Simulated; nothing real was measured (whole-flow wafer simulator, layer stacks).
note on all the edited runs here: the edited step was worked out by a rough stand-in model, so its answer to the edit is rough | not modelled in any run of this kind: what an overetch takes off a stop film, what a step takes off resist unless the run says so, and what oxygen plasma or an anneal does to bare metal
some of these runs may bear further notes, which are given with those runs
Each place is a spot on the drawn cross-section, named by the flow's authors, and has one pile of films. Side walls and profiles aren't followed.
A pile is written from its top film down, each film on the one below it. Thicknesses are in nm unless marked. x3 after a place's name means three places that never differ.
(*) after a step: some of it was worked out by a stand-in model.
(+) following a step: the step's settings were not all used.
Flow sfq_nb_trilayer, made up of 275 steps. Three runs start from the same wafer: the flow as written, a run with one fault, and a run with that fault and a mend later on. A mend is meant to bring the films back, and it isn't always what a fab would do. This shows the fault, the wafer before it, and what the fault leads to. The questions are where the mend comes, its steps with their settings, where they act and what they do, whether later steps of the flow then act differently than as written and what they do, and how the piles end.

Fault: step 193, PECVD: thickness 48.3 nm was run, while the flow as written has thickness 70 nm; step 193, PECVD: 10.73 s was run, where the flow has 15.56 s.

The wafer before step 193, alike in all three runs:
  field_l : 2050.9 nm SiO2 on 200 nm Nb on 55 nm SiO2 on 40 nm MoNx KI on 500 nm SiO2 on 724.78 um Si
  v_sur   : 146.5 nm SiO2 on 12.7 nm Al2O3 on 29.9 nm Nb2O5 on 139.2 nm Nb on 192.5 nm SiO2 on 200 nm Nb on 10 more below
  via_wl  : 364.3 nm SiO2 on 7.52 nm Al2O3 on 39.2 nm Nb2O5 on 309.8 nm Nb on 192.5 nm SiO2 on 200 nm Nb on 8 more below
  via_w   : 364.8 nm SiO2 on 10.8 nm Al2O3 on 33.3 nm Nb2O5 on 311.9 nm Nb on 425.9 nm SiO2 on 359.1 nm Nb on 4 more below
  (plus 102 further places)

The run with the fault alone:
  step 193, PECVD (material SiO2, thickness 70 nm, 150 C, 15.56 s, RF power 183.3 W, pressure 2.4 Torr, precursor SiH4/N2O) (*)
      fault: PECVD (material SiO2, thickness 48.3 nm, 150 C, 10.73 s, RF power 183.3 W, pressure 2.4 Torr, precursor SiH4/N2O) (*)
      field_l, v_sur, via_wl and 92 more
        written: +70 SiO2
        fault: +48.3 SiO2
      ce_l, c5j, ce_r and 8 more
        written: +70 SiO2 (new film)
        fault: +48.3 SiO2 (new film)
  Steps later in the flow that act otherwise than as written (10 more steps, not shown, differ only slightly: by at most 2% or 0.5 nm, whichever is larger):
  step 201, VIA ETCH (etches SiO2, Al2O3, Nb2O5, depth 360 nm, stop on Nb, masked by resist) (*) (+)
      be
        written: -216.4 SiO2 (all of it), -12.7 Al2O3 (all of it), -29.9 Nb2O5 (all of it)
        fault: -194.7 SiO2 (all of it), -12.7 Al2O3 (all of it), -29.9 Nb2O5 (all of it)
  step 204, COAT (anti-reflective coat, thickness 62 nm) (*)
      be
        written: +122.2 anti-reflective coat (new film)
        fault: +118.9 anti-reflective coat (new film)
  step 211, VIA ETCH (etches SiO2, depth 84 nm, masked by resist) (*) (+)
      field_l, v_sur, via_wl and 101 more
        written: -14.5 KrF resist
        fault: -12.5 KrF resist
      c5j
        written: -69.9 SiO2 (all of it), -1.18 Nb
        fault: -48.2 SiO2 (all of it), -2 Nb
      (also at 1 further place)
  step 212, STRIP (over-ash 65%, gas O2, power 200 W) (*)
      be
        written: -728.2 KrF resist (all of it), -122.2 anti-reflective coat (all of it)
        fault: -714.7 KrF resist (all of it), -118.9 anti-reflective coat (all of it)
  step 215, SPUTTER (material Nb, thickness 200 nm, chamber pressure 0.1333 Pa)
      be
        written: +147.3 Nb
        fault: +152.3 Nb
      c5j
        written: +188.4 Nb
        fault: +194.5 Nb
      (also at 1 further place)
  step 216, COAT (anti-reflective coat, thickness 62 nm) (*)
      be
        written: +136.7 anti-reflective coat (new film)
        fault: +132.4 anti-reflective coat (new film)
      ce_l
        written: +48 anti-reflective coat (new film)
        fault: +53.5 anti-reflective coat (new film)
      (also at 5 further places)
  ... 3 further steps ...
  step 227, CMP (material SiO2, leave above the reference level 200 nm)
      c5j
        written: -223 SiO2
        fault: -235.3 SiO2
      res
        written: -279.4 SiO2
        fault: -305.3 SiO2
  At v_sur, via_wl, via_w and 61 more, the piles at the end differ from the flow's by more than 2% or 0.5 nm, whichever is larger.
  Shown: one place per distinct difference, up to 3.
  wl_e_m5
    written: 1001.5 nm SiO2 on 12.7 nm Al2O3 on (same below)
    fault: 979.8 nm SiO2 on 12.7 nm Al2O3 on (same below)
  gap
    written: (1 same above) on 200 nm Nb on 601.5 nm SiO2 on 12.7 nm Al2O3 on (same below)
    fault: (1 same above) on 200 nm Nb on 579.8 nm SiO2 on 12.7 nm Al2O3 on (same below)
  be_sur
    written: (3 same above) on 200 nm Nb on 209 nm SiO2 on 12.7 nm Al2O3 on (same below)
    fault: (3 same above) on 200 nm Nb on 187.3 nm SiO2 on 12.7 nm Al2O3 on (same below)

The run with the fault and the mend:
  The mend stands after step 199.
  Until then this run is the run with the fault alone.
  step 199a, STRIP (over-ash 65%, gas O2, power 200 W) (*)
      p4_fl x3, p4_w1 x9, p4_g1 x2 and 33 more
        -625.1 KrF resist (all of it), -62 anti-reflective coat (all of it)
      wl_b_m5, wl_b_sr, wl_c_sl and 12 more
        -625 KrF resist (all of it), -62 anti-reflective coat (all of it)
      v_sur, via_wl, via_w
        -625.7 KrF resist (all of it), -62.2 anti-reflective coat (all of it)
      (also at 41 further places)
  step 199b, PECVD (material SiO2, thickness 21.7 nm, 150 C, 4.822 s, RF power 183.3 W, pressure 2.4 Torr, precursor SiH4/N2O) (*) (the flow's step 193 again, with other settings)
      field_l, v_sur, via_wl and 103 more
        +21.7 SiO2
  step 199c, COAT (anti-reflective coat, thickness 62 nm) (*) (the flow's step 194 again)
      p4_fl x3, p4_w1 x9, p4_g1 x2 and 50 more
        +62 anti-reflective coat (new film)
      via_wr, via_sp, via_v, wire, lsp_r, l0_sur, l0v
        +62.3 anti-reflective coat (new film)
      be, be_sur, gap, lsp_m, ln_m6
        +62.4 anti-reflective coat (new film)
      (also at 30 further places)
  step 199d, COAT (KrF resist, thickness 650 nm) (*) (the flow's step 195 again)
      p4_fl x3, p4_w1 x9, p4_g1 x2 and 33 more
        +650 KrF resist (new film)
      wl_b_m5, wl_b_sr, wl_c_sl and 12 more
        +649.9 KrF resist (new film)
      v_sur, via_wl, via_w
        +650.6 KrF resist (new film)
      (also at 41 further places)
  step 199e, SOFTBAKE (KrF resist) (the flow's step 196 again)
      leaves every film unchanged at each place that is followed
  step 199f, EXPOSE (photomask I5, dose 12.41 mJ/cm2, NA 0.6, wavelength 248 nm) (*) (the flow's step 197 again)
      leaves every film unchanged at each place that is followed
  step 199g, PEB (KrF resist, 90 s) (the flow's step 198 again)
      field_l, v_sur, via_wl and 87 more
        -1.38 KrF resist
      jj_sur, ce_l, sp_r, moat, field_r, wl_jj
        -1.39 KrF resist
      be_r, r_sur, res, r_end
        -1.33 KrF resist
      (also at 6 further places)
  step 199h, DEVELOP (KrF resist, thickness 650 nm, 60 s) (the flow's step 199 again)
      field_l, v_sur, via_wl and 102 more
        -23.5 KrF resist
      be
        -649.8 KrF resist (all of it)
  Later steps of the flow that are run all act as written at every place that is followed, up to a difference of at most 2% or 0.5 nm, whichever is larger.
  By the end, the piles equal the flow's at every place that both follow.
